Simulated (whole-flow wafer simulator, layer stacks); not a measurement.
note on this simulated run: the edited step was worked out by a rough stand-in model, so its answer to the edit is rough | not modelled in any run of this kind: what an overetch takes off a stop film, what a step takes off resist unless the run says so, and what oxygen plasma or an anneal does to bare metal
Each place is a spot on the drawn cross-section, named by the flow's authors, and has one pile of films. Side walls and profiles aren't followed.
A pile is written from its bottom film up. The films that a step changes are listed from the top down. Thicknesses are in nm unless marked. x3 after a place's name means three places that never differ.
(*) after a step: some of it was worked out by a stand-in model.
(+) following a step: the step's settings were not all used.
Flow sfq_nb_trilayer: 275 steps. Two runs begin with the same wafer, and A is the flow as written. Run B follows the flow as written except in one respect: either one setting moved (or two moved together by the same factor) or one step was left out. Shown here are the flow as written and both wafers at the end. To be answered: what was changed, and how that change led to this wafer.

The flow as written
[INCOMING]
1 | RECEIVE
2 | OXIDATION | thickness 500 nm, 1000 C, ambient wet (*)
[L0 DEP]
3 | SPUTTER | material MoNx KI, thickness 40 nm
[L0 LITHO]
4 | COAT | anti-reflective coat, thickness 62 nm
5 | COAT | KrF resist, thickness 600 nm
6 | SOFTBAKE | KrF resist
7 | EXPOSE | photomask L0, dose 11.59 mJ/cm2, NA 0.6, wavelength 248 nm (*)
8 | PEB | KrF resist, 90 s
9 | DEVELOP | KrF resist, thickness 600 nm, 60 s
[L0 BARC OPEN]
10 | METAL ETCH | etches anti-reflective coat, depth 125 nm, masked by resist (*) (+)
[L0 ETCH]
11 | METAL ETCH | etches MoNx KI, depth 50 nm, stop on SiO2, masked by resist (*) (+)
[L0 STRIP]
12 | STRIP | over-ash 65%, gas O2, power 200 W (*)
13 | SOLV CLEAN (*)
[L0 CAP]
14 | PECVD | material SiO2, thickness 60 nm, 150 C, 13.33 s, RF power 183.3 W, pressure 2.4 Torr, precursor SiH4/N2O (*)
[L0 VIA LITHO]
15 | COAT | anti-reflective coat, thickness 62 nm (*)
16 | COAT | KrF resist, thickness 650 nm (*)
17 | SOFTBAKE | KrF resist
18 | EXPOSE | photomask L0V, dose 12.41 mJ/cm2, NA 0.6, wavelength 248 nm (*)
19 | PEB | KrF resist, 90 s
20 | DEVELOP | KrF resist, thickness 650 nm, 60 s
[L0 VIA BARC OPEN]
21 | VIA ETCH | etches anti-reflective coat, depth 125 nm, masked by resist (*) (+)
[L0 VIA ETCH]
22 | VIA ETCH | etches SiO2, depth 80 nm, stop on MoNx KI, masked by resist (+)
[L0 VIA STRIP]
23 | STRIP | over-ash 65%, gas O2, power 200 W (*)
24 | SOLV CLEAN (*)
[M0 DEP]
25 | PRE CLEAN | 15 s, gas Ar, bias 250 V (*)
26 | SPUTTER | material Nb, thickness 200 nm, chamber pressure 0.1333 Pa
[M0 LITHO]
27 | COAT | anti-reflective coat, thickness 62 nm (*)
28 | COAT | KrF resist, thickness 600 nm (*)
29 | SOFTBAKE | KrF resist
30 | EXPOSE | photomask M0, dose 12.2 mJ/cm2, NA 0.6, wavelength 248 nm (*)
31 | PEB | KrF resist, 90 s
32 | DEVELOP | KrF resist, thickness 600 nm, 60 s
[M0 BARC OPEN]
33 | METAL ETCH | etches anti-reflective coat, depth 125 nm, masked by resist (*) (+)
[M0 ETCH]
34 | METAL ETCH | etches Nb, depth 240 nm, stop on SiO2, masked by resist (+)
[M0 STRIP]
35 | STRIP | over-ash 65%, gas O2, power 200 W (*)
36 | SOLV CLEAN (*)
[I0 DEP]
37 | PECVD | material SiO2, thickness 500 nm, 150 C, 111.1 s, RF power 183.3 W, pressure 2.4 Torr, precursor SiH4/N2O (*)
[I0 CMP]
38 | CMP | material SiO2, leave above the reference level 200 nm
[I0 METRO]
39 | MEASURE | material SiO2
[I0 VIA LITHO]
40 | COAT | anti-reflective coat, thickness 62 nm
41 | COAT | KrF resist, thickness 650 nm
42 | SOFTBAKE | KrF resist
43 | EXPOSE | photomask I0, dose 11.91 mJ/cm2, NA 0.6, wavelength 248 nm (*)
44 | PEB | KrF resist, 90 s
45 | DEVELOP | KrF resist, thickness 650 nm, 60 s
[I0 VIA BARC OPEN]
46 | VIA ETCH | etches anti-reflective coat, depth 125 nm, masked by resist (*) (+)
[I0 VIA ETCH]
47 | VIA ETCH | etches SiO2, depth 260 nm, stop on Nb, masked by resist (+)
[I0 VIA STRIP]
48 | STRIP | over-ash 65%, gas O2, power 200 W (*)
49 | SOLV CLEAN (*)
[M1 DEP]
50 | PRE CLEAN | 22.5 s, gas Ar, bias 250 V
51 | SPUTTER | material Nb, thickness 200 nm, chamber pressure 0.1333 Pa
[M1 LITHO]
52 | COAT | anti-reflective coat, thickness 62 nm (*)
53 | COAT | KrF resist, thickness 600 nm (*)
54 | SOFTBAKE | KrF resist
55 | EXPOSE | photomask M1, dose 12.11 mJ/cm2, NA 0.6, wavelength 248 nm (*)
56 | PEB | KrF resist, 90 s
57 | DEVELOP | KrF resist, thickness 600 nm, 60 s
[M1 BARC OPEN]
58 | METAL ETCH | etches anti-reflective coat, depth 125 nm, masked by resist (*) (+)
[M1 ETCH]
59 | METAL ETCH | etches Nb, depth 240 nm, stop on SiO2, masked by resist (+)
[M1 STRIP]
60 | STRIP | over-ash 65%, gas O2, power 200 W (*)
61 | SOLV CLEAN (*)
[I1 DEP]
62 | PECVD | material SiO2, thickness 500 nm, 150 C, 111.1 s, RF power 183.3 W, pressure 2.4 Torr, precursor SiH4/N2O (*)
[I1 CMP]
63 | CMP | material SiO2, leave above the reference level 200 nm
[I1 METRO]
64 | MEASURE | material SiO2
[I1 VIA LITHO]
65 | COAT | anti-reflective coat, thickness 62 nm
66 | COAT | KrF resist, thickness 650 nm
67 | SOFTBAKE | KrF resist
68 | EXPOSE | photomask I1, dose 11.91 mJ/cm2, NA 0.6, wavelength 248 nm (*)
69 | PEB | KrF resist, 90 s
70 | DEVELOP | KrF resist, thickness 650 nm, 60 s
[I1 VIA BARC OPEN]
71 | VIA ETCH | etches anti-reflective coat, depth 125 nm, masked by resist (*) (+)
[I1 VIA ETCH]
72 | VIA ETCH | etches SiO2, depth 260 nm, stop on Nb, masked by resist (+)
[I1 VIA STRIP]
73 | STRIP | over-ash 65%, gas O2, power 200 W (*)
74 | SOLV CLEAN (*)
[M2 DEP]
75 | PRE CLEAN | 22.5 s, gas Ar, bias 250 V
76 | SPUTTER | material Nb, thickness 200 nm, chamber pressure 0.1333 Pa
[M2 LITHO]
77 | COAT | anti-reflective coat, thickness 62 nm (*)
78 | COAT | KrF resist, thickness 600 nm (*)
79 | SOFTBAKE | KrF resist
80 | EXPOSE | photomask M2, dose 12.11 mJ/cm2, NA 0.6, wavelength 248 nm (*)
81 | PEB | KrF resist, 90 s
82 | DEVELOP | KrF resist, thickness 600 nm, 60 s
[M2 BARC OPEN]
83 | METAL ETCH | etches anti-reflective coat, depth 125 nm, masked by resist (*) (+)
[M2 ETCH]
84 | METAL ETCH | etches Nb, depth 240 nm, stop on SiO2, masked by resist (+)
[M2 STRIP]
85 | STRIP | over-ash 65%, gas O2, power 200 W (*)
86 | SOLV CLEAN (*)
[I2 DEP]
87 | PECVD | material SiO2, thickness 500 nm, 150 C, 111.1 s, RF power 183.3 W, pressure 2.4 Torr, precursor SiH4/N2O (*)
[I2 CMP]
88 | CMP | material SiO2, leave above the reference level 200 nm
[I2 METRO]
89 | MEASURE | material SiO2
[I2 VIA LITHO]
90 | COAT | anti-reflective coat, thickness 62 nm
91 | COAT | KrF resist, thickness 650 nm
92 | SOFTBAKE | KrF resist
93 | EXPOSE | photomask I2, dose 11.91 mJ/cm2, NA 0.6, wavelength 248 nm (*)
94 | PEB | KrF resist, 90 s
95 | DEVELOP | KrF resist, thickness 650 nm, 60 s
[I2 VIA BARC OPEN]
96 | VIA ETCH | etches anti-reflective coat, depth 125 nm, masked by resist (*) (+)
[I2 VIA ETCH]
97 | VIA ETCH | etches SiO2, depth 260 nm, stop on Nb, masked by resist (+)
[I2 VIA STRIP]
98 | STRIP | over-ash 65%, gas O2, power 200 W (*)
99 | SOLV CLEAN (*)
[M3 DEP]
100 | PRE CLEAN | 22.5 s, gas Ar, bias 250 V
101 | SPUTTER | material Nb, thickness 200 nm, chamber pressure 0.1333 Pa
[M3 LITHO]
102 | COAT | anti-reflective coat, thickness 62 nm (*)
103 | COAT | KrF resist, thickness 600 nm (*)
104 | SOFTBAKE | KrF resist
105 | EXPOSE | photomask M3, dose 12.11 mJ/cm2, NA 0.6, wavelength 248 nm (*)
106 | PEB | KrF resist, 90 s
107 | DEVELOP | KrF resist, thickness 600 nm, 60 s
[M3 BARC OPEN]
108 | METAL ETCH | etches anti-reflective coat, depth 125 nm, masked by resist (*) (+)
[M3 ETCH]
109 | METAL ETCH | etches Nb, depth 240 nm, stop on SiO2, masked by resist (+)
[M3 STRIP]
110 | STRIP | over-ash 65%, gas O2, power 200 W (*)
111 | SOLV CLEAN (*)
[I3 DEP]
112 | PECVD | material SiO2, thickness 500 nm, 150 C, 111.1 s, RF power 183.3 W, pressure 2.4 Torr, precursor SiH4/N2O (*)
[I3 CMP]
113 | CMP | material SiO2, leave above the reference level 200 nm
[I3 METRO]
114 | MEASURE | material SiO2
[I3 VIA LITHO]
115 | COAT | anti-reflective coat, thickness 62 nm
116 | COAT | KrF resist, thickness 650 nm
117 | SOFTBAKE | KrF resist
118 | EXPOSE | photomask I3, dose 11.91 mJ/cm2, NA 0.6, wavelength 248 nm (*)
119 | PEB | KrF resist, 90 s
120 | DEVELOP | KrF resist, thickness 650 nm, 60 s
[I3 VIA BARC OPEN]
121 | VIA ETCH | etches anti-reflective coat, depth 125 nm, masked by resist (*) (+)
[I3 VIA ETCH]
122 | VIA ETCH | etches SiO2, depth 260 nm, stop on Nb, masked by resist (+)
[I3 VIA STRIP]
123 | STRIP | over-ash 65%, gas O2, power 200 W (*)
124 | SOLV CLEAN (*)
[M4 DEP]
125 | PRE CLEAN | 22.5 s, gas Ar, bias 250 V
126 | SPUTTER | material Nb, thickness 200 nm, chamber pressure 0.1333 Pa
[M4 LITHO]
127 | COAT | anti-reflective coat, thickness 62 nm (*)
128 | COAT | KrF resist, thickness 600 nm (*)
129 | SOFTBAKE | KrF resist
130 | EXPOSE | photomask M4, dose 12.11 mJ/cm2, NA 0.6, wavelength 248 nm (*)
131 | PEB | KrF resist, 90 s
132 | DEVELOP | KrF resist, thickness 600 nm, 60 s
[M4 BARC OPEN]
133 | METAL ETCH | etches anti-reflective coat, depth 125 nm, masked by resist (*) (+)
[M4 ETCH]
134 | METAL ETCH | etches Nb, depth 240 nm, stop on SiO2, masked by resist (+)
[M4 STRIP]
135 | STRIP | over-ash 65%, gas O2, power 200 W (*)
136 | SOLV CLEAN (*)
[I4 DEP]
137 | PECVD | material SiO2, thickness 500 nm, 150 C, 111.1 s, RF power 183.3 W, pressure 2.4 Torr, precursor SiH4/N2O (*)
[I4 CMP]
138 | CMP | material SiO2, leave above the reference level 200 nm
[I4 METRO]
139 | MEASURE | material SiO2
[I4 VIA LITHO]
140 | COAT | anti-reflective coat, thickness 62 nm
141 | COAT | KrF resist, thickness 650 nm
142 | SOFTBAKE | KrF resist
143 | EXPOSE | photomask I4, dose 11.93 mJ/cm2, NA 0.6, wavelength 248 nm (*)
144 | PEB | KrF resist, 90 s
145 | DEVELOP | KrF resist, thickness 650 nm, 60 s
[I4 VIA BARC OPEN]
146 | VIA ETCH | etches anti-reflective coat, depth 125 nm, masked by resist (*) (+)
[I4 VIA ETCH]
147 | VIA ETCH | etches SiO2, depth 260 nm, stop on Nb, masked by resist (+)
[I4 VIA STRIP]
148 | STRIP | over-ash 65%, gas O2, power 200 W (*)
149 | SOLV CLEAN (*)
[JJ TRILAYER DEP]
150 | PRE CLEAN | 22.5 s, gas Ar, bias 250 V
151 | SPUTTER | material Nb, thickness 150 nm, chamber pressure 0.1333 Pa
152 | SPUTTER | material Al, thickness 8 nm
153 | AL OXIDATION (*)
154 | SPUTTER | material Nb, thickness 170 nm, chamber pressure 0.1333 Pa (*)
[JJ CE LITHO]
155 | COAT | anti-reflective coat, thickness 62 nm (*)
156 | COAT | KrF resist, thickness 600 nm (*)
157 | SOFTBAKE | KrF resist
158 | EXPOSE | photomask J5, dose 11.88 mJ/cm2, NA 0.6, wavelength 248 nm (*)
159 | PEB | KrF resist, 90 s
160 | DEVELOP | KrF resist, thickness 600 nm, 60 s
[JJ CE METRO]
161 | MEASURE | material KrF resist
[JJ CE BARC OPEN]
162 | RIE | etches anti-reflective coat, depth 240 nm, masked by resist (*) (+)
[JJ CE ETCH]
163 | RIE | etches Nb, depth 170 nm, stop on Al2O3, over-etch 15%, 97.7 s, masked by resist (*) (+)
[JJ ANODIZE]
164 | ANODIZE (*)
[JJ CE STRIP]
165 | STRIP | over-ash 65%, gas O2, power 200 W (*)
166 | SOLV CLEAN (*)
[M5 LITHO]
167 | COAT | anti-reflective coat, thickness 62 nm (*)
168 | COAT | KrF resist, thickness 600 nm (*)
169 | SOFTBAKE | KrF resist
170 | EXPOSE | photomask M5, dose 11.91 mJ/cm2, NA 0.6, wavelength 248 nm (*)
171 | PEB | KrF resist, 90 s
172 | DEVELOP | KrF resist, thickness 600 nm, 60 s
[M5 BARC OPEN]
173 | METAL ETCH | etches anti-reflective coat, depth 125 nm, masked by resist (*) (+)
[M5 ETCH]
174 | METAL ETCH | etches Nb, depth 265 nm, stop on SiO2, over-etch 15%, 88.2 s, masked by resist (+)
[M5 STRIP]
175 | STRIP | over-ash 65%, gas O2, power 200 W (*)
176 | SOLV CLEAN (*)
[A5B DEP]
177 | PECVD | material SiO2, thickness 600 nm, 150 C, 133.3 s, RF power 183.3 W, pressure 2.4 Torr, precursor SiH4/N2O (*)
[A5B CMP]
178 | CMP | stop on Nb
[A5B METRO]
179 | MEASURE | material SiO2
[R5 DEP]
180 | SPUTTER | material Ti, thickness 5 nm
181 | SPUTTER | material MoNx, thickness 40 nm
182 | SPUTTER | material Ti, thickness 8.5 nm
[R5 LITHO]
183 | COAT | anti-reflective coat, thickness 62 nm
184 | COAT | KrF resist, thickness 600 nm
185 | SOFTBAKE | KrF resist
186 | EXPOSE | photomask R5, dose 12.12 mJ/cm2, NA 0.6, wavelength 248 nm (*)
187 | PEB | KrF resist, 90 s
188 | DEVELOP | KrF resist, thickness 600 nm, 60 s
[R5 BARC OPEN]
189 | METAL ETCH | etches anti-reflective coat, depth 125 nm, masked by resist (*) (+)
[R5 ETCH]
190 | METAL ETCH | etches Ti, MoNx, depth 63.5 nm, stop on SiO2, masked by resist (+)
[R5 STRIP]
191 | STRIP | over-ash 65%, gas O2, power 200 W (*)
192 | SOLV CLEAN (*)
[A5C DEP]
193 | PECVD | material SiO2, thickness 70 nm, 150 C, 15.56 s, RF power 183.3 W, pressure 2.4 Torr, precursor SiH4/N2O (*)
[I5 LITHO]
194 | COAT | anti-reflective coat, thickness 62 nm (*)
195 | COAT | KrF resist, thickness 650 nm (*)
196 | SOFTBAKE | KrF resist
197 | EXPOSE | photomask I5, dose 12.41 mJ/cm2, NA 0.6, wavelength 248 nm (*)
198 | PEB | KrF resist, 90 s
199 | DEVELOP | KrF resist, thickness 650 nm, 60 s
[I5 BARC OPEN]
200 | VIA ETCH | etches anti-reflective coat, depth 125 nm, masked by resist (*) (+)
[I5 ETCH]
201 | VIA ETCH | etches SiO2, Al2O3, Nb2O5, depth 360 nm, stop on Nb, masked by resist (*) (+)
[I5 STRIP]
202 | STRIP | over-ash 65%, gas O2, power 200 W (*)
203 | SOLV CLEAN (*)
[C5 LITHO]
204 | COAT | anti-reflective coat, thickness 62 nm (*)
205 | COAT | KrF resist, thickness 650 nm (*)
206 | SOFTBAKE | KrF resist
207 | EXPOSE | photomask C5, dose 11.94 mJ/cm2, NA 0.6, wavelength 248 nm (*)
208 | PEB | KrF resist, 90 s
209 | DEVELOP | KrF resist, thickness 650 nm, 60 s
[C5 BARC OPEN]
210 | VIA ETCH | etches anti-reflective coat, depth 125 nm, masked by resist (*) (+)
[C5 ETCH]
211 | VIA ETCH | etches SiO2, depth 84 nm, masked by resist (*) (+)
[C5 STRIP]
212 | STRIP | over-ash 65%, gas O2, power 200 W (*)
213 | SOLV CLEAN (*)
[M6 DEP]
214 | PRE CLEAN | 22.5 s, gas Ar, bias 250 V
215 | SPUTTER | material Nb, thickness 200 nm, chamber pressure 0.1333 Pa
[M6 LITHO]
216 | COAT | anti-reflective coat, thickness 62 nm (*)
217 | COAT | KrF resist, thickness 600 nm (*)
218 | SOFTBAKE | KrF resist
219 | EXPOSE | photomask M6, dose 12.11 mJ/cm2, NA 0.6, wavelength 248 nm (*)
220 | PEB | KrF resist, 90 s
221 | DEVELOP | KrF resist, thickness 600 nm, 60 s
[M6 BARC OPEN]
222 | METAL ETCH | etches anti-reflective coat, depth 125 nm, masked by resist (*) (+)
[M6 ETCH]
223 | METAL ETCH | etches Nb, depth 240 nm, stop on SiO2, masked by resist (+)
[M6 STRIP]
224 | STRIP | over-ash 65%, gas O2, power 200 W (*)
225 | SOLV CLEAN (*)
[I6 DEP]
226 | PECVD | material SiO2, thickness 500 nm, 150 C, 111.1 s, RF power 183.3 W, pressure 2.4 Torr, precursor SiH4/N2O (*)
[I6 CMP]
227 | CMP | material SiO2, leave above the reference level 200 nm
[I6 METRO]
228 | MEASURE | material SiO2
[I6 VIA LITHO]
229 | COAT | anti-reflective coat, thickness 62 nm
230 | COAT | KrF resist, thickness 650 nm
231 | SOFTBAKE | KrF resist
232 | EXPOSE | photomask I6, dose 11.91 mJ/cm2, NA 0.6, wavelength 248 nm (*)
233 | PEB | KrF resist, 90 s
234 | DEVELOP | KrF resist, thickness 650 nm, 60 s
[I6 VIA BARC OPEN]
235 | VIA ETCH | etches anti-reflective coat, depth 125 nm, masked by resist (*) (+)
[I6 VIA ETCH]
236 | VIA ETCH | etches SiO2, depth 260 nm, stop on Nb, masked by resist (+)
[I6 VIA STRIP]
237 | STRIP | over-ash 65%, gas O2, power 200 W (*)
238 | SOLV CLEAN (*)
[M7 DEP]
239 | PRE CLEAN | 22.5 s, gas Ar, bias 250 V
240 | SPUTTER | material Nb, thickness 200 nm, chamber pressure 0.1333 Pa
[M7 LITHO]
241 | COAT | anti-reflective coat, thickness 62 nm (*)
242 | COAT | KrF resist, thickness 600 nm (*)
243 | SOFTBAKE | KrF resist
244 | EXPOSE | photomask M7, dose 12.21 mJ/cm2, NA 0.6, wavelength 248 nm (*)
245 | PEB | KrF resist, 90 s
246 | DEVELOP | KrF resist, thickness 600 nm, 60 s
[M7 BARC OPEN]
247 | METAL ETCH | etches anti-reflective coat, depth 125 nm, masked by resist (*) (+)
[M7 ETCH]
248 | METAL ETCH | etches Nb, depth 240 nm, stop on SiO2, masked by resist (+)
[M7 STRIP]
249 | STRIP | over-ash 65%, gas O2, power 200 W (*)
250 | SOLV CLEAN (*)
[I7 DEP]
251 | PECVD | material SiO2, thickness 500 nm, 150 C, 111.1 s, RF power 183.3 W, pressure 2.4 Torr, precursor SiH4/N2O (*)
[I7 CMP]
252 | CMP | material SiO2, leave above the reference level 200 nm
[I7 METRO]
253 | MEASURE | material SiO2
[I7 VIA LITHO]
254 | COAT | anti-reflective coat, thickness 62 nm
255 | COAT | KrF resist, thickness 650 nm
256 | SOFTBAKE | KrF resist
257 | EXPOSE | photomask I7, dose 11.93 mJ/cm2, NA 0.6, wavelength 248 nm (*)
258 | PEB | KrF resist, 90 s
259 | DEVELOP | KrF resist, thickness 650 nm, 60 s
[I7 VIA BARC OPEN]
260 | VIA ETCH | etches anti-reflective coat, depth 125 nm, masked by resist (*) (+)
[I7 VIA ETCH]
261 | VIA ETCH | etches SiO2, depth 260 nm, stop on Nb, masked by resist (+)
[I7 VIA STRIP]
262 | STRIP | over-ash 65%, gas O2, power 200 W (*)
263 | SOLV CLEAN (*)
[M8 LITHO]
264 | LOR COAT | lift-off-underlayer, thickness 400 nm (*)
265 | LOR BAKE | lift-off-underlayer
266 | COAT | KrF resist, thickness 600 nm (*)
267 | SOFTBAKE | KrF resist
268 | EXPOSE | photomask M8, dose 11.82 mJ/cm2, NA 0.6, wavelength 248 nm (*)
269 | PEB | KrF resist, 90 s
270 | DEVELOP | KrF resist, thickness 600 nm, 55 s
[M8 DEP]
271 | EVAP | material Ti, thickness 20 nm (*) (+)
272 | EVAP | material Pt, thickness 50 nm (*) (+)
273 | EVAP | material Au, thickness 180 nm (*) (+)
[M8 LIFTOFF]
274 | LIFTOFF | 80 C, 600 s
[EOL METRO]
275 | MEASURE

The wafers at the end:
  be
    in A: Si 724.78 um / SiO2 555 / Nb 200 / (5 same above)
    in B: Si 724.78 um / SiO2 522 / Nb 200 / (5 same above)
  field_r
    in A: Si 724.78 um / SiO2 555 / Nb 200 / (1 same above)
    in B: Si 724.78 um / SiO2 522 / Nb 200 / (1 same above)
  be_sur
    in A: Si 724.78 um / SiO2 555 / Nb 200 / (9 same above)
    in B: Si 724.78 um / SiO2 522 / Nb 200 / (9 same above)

The reason: step 14, PECVD: thickness 27 nm was run, though the flow has thickness 60 nm; step 14, PECVD: 6 s was run, where the flow has 13.33 s.

Step by step, how the change led to this:
  14 | PECVD | material SiO2, thickness 60 nm, 150 C, 13.33 s, RF power 183.3 W, pressure 2.4 Torr, precursor SiH4/N2O (*)
      v_sur, via_wl, via_w and 97 more: A +60 SiO2 | B +27 SiO2
      field_l, l0_sur, l0v, l0r_line_l, l0r_line_c, l0r_line_r: A +60 SiO2 (new film) | B +27 SiO2 (new film)
  22 | VIA ETCH | etches SiO2, depth 80 nm, stop on MoNx KI, masked by resist (+)
      field_l, v_sur, via_wl and 102 more: A -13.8 KrF resist | B -6.94 KrF resist
      l0v: A -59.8 SiO2 (all of it) | B -26.8 SiO2 (all of it)
  26 | SPUTTER | material Nb, thickness 200 nm, chamber pressure 0.1333 Pa
      l0v: A +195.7 Nb (new film) | B +200 Nb (new film)
  27 | COAT | anti-reflective coat, thickness 62 nm (*)
      l0_sur: A +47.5 anti-reflective coat (new film) | B +51 anti-reflective coat (new film)
      l0v: A +78 anti-reflective coat (new film) | B +67.8 anti-reflective coat (new film)
  28 | COAT | KrF resist, thickness 600 nm (*)
      l0v: A +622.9 KrF resist (new film) | B +603.2 KrF resist (new film)
  35 | STRIP | over-ash 65%, gas O2, power 200 W (*)
      l0_sur: A -372 KrF resist (all of it), -47.5 anti-reflective coat (all of it) | B -373.9 KrF resist (all of it), -51 anti-reflective coat (all of it)
      l0v: A -405.3 KrF resist (all of it), -78 anti-reflective coat (all of it) | B -385.6 KrF resist (all of it), -67.8 anti-reflective coat (all of it)
  38 | CMP | material SiO2, leave above the reference level 200 nm
      l0v: A -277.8 SiO2 | B -315.1 SiO2
